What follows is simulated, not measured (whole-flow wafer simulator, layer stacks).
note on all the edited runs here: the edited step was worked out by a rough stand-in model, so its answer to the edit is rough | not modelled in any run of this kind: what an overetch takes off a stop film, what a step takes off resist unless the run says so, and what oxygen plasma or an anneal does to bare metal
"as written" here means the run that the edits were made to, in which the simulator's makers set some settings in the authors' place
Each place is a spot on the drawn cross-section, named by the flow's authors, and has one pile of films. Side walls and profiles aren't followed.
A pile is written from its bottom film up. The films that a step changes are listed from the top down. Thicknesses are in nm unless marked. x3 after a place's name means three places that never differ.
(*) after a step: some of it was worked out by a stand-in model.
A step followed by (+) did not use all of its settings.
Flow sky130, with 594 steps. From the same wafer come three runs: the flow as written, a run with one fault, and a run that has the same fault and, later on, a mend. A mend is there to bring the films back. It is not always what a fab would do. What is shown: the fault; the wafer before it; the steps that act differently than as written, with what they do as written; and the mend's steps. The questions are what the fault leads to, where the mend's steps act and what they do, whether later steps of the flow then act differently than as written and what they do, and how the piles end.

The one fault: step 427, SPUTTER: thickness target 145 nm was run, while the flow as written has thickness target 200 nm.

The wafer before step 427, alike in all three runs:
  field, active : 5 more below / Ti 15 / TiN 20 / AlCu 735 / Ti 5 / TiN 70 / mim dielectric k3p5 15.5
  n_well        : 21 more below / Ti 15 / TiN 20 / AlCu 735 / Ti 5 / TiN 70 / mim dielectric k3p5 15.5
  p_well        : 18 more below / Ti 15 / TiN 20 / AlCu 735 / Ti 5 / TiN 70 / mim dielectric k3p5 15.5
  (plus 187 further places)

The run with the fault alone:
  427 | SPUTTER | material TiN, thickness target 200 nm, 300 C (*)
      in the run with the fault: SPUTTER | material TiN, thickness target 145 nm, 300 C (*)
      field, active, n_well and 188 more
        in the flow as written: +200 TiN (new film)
        in the run with the fault: +145 TiN (new film)
  Later steps of the flow acting differently than as written (3 other steps are not shown; they differ only slightly, by no more than 2% or 0.5 nm, whichever is larger):
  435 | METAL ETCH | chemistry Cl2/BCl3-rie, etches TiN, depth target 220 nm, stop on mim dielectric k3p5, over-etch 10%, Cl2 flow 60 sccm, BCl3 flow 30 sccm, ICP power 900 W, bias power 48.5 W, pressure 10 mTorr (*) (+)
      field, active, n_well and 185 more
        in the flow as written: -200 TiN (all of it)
        in the run with the fault: -145 TiN (all of it)
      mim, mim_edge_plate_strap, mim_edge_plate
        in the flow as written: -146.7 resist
        in the run with the fault: -106.3 resist
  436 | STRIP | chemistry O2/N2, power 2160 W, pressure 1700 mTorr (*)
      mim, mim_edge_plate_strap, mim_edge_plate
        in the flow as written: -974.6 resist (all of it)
        in the run with the fault: -1014.9 resist (all of it)
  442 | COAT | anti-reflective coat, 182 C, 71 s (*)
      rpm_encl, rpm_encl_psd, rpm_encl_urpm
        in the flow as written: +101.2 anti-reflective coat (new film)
        in the run with the fault: +103.9 anti-reflective coat (new film)
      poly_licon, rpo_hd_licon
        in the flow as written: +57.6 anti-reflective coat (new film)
        in the run with the fault: +72.6 anti-reflective coat (new film)
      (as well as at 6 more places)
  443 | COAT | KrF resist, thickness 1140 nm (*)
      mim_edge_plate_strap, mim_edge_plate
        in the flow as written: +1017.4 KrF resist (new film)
        in the run with the fault: +1072.4 KrF resist (new film)
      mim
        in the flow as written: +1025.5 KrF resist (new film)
        in the run with the fault: +1073.7 KrF resist (new film)
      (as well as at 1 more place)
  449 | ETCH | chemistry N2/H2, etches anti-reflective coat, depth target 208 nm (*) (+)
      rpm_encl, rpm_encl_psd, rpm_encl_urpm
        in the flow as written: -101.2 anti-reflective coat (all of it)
        in the run with the fault: -103.9 anti-reflective coat (all of it)
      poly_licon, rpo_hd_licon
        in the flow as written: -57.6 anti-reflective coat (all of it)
        in the run with the fault: -72.6 anti-reflective coat (all of it)
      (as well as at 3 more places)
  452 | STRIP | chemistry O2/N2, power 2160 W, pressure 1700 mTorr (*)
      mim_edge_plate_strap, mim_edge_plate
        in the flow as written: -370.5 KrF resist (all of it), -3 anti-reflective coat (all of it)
        in the run with the fault: -425.4 KrF resist (all of it), -3 anti-reflective coat (all of it)
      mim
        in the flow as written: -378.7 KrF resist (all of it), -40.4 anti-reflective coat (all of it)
        in the run with the fault: -426.7 KrF resist (all of it), -30.3 anti-reflective coat (all of it)
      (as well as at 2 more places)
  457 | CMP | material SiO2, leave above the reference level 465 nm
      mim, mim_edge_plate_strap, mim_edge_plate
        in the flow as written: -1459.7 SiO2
        in the run with the fault: -1404.7 SiO2
  At mim, mim_edge_plate_strap, mim_edge_plate, the piles at the end differ from the flow's by more than 2% or 0.5 nm, whichever is larger.
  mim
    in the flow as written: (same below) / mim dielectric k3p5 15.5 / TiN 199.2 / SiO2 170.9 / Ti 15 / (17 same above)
    in the run with the fault: (same below) / mim dielectric k3p5 15.5 / TiN 144.2 / SiO2 225.9 / Ti 15 / (17 same above)
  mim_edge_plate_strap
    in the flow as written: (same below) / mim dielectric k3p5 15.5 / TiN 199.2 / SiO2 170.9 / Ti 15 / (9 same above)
    in the run with the fault: (same below) / mim dielectric k3p5 15.5 / TiN 144.2 / SiO2 225.9 / Ti 15 / (9 same above)
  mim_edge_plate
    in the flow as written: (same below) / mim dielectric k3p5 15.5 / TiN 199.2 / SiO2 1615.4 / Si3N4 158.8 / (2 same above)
    in the run with the fault: (same below) / mim dielectric k3p5 15.5 / TiN 144.2 / SiO2 1670.4 / Si3N4 158.8 / (2 same above)

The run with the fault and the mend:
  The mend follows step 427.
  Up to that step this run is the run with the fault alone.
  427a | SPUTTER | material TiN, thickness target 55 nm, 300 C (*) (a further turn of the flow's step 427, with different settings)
      field, active, n_well and 188 more
        +55 TiN
  Every later step of the flow that is run acts as written at every place that is followed.
  At every place that both follow, the piles at the end match the flow's.
